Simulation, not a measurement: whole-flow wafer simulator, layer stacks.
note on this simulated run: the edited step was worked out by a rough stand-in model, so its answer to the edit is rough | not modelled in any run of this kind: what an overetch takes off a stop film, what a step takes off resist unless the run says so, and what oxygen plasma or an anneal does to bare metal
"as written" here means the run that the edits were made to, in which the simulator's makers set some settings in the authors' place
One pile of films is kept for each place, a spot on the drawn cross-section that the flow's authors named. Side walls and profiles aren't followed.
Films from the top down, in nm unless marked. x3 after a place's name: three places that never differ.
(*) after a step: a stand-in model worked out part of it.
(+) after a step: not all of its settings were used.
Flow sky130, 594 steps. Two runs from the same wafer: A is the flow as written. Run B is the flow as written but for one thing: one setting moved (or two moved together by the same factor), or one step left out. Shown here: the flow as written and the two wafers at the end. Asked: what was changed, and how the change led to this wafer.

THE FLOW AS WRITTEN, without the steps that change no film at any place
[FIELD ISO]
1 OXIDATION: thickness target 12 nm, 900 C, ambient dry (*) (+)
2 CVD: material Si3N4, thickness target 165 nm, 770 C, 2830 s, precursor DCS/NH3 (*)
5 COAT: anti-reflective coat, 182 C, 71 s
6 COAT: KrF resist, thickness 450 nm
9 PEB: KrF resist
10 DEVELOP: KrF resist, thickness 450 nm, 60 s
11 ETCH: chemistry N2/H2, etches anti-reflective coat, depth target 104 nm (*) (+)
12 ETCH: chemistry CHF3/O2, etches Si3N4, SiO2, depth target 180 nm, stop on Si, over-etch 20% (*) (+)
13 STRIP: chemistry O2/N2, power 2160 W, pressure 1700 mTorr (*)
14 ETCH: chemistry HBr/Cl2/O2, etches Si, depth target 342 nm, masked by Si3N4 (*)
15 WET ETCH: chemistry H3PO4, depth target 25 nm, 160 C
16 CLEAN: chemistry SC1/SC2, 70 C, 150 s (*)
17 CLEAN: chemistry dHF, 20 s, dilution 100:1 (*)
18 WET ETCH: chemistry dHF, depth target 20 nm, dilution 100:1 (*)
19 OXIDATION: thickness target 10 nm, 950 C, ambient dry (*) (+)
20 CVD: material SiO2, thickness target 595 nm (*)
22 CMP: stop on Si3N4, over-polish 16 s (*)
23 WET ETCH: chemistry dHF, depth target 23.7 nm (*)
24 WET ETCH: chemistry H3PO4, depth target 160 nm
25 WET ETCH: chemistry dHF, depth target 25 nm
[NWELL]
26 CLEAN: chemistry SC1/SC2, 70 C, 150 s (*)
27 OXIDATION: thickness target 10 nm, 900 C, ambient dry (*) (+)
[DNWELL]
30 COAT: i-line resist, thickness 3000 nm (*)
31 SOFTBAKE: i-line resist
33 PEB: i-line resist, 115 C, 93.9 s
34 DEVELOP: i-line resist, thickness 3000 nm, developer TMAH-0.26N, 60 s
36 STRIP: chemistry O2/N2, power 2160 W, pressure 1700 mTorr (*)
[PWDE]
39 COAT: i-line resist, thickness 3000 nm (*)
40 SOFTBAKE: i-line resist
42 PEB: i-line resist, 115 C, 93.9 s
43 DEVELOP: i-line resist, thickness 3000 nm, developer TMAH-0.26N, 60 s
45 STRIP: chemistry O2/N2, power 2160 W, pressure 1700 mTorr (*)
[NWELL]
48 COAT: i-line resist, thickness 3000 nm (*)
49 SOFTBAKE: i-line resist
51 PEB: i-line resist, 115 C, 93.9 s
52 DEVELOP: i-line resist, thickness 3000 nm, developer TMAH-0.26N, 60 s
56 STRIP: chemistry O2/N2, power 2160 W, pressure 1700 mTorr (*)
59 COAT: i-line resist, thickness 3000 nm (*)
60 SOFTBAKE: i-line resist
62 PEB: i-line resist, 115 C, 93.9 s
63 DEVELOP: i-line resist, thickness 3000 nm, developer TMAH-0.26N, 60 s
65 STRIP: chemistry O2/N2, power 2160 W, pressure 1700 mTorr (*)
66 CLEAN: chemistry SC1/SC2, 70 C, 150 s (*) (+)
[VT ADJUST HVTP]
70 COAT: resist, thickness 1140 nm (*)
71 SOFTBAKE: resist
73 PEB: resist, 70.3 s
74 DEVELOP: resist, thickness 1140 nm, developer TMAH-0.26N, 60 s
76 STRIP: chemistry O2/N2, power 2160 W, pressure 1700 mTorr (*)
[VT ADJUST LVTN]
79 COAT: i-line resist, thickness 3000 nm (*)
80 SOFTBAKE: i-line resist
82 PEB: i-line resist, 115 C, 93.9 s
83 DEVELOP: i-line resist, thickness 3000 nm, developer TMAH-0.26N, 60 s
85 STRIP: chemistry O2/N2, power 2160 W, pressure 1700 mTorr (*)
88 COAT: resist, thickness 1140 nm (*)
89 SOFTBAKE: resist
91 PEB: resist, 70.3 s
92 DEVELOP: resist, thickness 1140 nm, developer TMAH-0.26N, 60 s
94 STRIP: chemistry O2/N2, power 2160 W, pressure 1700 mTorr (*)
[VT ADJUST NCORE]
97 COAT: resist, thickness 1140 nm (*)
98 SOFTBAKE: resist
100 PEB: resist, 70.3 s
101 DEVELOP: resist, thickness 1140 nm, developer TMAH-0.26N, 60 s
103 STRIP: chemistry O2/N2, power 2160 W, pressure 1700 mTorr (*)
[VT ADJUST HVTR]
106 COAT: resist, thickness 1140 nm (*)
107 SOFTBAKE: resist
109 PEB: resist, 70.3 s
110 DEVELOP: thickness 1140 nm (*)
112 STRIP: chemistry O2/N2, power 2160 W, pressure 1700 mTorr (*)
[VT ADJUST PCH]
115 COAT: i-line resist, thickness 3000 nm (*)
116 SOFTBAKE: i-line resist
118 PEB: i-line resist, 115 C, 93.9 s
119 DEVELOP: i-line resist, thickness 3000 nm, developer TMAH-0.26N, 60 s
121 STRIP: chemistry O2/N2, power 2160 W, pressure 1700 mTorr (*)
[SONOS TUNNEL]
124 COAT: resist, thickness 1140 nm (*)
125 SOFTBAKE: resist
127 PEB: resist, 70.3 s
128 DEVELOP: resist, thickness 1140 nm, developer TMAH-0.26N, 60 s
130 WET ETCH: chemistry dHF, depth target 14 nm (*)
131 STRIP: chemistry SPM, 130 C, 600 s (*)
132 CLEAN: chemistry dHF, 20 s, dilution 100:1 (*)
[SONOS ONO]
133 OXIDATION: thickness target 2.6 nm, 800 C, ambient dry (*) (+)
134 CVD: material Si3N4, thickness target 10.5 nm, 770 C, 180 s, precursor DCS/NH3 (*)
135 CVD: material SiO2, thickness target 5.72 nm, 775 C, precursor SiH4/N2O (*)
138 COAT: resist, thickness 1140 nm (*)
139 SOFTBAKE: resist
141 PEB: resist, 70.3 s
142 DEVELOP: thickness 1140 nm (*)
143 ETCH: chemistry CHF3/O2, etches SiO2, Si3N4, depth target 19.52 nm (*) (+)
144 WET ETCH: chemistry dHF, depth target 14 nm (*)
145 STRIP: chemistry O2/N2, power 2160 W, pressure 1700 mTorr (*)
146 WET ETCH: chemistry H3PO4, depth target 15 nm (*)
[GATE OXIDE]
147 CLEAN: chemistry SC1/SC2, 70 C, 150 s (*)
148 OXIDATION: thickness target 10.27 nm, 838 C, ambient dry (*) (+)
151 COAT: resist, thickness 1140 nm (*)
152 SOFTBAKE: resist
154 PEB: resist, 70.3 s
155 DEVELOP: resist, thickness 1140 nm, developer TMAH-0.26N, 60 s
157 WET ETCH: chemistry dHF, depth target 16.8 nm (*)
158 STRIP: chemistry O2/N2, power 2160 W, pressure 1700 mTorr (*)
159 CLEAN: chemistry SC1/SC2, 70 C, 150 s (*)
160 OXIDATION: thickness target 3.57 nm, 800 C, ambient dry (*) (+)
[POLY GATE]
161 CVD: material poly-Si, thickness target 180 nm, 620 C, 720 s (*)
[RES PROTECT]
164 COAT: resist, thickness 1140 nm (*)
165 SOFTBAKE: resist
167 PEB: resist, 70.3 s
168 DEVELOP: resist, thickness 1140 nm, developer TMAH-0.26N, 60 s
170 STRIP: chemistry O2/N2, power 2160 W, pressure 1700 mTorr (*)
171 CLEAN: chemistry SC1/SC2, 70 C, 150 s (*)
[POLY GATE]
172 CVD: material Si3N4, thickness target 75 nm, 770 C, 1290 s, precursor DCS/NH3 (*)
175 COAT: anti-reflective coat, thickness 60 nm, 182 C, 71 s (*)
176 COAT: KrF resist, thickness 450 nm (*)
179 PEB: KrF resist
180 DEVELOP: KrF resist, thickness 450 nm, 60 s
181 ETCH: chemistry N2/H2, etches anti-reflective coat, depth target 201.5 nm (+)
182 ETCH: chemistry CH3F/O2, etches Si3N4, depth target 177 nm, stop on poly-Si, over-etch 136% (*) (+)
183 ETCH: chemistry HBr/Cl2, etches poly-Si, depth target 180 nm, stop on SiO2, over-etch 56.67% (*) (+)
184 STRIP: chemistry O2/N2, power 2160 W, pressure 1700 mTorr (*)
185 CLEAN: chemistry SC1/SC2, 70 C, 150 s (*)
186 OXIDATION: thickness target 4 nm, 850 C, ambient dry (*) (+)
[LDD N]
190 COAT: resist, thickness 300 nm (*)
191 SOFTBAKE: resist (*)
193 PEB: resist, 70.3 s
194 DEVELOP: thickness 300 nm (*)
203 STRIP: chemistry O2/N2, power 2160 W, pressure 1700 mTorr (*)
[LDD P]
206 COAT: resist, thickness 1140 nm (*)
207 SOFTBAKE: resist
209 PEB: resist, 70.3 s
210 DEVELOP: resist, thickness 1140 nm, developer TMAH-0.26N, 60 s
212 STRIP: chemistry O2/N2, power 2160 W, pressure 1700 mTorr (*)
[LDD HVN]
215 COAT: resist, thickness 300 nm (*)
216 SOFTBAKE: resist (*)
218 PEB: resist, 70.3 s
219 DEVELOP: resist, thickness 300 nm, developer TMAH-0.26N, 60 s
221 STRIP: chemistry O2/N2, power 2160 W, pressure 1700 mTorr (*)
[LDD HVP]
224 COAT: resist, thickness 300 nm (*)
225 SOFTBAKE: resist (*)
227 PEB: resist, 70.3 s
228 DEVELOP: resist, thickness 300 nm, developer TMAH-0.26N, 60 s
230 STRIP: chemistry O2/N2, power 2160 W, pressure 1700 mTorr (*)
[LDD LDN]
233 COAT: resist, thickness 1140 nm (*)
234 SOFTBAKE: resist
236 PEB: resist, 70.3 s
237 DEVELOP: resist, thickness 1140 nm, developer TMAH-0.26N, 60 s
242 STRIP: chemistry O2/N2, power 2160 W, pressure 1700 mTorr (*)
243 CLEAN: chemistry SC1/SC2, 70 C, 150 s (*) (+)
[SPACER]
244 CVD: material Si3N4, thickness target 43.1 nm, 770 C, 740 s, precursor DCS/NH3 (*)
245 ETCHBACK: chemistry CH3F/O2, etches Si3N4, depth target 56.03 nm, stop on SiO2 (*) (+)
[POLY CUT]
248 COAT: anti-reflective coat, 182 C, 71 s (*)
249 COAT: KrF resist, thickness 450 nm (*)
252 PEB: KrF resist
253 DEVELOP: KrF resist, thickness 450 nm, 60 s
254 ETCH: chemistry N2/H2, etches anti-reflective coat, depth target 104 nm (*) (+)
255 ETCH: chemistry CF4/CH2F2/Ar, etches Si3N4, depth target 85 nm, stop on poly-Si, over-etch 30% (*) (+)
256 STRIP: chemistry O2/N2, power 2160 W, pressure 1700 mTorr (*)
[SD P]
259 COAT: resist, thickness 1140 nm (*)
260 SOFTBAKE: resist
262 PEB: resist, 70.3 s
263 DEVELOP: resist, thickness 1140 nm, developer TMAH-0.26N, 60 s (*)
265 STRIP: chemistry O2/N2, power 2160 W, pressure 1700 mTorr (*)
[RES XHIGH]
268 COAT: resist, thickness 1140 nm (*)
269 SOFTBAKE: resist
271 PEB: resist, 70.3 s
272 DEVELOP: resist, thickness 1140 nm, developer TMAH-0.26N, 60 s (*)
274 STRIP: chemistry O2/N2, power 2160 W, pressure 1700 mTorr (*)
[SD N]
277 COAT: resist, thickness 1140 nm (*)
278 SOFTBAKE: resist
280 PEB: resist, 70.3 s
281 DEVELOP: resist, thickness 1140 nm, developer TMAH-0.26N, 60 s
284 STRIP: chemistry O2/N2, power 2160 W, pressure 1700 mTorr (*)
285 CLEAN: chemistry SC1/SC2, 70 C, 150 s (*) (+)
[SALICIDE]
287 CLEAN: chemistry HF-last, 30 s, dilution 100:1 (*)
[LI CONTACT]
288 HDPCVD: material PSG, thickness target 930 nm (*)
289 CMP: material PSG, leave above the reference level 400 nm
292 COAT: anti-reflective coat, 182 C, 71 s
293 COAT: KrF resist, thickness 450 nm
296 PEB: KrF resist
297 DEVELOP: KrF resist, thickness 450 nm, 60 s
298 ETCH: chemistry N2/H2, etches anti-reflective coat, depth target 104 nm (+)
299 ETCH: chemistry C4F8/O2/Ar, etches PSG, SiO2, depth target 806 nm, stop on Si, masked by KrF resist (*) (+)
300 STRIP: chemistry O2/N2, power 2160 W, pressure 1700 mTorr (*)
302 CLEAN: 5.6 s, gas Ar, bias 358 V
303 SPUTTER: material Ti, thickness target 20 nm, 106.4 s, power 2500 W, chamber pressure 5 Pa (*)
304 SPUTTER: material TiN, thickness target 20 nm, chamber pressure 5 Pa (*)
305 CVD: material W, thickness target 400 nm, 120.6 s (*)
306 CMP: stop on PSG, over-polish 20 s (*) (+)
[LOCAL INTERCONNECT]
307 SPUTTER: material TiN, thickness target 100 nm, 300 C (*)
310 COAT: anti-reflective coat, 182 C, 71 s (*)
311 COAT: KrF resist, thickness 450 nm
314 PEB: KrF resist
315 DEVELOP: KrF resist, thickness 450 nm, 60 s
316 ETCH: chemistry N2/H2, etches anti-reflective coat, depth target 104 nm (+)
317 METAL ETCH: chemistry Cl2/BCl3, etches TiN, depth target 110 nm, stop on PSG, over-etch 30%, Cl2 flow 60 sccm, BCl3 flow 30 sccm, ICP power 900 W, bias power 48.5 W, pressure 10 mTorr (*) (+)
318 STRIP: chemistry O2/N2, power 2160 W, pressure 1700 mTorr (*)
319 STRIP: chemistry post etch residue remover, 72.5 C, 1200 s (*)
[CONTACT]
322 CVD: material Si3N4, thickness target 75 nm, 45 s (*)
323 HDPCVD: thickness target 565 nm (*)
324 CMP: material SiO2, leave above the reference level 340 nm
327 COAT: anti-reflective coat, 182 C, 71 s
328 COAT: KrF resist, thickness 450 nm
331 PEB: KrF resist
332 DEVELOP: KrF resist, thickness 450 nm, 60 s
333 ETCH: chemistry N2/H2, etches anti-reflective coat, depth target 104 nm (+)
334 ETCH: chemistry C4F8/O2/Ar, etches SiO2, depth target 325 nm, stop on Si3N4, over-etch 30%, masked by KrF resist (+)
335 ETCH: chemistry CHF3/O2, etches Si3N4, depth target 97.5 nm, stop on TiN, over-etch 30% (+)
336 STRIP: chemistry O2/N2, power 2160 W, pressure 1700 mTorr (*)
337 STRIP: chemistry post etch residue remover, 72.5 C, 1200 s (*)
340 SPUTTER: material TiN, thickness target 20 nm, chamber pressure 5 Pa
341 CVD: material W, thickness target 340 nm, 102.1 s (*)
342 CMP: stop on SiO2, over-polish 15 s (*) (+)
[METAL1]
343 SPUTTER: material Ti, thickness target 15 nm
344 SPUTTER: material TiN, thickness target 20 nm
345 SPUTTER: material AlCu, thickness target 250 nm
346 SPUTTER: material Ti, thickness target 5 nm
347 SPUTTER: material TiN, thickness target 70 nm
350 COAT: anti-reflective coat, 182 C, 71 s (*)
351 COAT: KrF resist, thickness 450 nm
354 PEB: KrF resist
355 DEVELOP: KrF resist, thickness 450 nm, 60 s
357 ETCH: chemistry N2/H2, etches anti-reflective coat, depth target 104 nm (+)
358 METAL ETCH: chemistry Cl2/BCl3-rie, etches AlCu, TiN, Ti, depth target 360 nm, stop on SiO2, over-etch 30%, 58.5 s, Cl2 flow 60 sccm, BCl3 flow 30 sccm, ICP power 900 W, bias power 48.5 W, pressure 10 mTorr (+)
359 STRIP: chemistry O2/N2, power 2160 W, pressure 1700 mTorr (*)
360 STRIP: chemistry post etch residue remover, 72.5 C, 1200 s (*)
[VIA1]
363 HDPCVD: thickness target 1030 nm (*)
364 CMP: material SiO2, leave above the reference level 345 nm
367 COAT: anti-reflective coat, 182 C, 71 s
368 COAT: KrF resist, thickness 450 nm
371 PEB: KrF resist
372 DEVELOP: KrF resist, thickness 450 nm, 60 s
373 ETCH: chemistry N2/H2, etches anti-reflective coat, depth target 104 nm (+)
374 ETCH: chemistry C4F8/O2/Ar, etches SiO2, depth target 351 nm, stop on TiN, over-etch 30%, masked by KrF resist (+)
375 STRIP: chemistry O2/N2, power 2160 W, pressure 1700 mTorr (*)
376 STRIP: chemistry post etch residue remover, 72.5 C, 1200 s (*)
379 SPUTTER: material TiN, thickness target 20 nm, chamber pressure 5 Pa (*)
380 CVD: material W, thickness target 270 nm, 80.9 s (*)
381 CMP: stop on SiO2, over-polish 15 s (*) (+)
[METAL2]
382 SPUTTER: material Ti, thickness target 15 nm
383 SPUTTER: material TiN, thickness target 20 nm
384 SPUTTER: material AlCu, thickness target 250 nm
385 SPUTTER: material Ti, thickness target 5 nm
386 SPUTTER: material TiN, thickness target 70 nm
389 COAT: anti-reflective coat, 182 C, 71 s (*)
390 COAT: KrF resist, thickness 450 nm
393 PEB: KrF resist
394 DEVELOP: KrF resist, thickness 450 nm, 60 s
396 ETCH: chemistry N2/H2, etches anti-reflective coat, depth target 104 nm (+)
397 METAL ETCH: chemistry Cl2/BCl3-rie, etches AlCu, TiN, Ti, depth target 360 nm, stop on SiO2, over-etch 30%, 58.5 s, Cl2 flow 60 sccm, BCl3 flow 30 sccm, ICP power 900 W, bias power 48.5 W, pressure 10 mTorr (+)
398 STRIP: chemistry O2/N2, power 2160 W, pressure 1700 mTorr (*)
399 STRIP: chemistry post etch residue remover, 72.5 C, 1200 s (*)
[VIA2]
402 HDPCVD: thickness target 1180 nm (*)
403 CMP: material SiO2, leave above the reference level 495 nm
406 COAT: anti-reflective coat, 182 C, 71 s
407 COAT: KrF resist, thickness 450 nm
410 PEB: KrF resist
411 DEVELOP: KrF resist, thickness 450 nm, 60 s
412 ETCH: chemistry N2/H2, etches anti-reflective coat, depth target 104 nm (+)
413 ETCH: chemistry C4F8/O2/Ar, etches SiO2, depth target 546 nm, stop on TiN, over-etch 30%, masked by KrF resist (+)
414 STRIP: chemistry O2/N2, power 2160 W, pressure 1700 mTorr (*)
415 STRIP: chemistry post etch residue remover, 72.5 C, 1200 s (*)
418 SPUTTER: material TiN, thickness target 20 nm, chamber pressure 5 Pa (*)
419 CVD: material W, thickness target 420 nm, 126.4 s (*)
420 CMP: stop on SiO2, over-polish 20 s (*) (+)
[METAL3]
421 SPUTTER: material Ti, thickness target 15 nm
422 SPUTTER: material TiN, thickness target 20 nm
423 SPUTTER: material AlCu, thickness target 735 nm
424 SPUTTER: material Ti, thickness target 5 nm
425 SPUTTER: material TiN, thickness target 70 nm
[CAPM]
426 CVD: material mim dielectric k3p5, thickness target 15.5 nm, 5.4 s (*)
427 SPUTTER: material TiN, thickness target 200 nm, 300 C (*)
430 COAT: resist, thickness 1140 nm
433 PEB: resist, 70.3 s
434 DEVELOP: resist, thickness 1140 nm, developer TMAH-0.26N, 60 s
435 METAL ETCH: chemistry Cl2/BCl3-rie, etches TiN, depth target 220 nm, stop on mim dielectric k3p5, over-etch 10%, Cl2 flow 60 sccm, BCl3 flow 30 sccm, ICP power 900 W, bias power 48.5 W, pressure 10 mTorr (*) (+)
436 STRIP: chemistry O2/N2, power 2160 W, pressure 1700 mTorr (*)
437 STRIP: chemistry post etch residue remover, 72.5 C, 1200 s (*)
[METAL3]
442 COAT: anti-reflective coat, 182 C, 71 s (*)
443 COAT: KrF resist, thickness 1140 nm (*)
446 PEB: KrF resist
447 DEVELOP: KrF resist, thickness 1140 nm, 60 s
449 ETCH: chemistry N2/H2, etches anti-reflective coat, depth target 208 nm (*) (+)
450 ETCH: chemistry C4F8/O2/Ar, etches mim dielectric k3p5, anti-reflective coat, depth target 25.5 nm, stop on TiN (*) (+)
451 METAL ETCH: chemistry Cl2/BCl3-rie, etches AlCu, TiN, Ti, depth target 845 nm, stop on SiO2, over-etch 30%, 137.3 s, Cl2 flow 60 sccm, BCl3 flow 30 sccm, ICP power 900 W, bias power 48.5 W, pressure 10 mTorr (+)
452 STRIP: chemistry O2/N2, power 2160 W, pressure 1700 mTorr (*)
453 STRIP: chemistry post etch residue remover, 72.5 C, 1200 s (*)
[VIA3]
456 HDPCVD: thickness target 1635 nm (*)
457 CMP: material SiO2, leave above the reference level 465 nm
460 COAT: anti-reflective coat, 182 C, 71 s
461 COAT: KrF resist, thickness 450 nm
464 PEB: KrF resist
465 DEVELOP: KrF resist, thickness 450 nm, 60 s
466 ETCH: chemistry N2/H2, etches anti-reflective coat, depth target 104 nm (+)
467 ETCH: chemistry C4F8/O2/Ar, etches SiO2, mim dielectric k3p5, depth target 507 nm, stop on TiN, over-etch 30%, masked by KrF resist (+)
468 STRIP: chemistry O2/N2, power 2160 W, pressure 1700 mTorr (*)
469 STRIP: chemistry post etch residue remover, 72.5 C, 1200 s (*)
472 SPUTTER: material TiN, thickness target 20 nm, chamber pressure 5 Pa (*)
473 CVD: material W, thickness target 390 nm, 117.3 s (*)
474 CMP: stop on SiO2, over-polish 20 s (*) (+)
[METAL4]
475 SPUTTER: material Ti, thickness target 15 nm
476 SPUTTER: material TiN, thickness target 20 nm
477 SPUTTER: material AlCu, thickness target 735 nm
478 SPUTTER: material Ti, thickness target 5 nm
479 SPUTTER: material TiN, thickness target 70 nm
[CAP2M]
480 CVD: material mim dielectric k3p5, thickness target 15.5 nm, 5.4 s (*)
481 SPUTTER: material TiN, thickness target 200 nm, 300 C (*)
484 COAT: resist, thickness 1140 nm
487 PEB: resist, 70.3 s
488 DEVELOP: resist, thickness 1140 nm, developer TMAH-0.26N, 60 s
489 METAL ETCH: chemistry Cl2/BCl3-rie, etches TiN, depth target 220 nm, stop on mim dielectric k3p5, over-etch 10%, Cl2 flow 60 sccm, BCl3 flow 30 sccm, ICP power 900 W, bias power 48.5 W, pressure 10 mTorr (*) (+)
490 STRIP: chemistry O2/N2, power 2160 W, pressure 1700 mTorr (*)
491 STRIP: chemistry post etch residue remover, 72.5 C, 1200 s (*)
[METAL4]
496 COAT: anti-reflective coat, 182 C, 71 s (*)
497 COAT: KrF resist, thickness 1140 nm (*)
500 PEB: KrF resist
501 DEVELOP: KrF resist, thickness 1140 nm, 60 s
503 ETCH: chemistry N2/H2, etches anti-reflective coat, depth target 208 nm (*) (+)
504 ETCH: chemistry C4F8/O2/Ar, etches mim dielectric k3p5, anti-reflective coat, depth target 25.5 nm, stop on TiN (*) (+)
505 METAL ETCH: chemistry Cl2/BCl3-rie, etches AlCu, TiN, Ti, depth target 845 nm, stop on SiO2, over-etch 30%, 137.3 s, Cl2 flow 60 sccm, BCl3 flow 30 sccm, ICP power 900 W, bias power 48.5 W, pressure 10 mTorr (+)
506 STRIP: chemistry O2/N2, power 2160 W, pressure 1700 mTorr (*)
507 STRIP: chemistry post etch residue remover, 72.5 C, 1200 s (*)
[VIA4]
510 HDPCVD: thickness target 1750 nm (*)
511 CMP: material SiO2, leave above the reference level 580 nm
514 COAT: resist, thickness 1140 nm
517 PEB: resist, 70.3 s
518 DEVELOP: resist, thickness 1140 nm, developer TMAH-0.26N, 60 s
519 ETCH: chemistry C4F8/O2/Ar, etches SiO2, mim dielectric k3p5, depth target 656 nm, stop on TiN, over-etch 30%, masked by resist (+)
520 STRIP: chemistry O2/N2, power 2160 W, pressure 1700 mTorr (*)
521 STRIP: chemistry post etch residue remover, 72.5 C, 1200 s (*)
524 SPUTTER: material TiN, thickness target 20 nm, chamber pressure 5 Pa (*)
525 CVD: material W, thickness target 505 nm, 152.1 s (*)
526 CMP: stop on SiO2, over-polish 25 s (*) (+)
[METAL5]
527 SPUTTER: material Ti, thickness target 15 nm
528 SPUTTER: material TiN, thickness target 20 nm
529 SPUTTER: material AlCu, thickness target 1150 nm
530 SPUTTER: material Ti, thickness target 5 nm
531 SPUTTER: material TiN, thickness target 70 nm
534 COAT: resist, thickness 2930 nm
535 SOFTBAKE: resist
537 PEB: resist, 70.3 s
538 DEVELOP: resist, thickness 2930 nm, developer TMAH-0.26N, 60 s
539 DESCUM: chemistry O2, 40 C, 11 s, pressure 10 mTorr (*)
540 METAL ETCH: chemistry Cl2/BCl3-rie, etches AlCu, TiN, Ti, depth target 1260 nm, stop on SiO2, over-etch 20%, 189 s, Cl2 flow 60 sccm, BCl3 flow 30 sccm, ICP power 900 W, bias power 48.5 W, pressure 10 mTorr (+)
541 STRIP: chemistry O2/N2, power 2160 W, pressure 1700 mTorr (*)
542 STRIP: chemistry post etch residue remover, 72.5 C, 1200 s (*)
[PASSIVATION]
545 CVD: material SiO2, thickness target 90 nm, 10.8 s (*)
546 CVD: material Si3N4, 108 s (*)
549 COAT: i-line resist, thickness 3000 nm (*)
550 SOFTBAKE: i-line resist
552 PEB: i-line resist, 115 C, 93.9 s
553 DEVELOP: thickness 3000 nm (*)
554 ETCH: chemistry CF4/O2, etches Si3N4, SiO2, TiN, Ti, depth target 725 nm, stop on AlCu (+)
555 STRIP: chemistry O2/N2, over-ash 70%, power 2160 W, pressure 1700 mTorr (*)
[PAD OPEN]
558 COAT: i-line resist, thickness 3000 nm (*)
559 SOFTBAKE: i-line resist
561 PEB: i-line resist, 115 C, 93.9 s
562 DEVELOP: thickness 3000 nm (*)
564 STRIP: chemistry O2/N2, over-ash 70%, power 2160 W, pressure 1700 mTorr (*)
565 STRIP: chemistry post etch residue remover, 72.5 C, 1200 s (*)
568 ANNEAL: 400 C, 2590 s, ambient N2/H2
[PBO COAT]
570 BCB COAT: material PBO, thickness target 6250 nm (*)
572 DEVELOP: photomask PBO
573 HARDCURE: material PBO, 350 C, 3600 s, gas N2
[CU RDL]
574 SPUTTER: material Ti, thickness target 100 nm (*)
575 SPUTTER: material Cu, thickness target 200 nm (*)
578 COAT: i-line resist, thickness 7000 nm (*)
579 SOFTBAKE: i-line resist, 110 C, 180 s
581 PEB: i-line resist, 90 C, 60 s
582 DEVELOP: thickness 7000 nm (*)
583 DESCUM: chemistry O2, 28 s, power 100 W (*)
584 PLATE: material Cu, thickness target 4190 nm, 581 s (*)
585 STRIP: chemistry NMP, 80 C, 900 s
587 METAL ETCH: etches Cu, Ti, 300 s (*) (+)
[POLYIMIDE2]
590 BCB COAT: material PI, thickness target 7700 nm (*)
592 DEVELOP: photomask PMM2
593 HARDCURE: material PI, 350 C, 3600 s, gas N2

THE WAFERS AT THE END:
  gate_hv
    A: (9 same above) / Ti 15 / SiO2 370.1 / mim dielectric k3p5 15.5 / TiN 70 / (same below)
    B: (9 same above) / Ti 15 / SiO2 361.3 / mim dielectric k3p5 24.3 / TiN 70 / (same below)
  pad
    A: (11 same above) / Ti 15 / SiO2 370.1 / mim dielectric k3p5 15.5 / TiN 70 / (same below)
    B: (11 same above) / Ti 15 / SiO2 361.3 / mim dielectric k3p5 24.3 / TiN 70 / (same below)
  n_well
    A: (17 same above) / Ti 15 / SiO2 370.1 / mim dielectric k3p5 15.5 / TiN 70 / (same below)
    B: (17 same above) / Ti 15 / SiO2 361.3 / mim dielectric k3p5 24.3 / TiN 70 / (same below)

The cause: step 426, CVD: thickness target 24.3 nm was run, where the flow has thickness target 15.5 nm; step 426, CVD: 8.48 s was run, where the flow has 5.4 s.
It can be read off the wafer: gate_hv has mim dielectric k3p5 24.3, and step 426 as written asks for 15.5 nm.

How the change led to this, step by step:
  426 CVD: material mim dielectric k3p5, thickness target 15.5 nm, 5.4 s (*)
      field, active, n_well and 188 more: A mim dielectric k3p5 +15.5 (new film) | B mim dielectric k3p5 +24.3 (new film)
  450 ETCH: chemistry C4F8/O2/Ar, etches mim dielectric k3p5, anti-reflective coat, depth target 25.5 nm, stop on TiN (*) (+)
      n_well, p_well, gate_hv and 104 more: A KrF resist -15.5 | B KrF resist -17
      field, active, gate and 82 more: A mim dielectric k3p5 -15.5 (all of it) | B mim dielectric k3p5 -24.3 (all of it)
  467 ETCH: chemistry C4F8/O2/Ar, etches SiO2, mim dielectric k3p5, depth target 507 nm, stop on TiN, over-etch 30%, masked by KrF resist (+)
      m1: A SiO2 -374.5 (all of it), mim dielectric k3p5 -15.5 (all of it) | B SiO2 -365.7 (all of it), mim dielectric k3p5 -24.3 (all of it)
      via3_hole: A SiO2 -373.9 (all of it), mim dielectric k3p5 -15.5 (all of it) | B SiO2 -365.1 (all of it), mim dielectric k3p5 -24.3 (all of it)
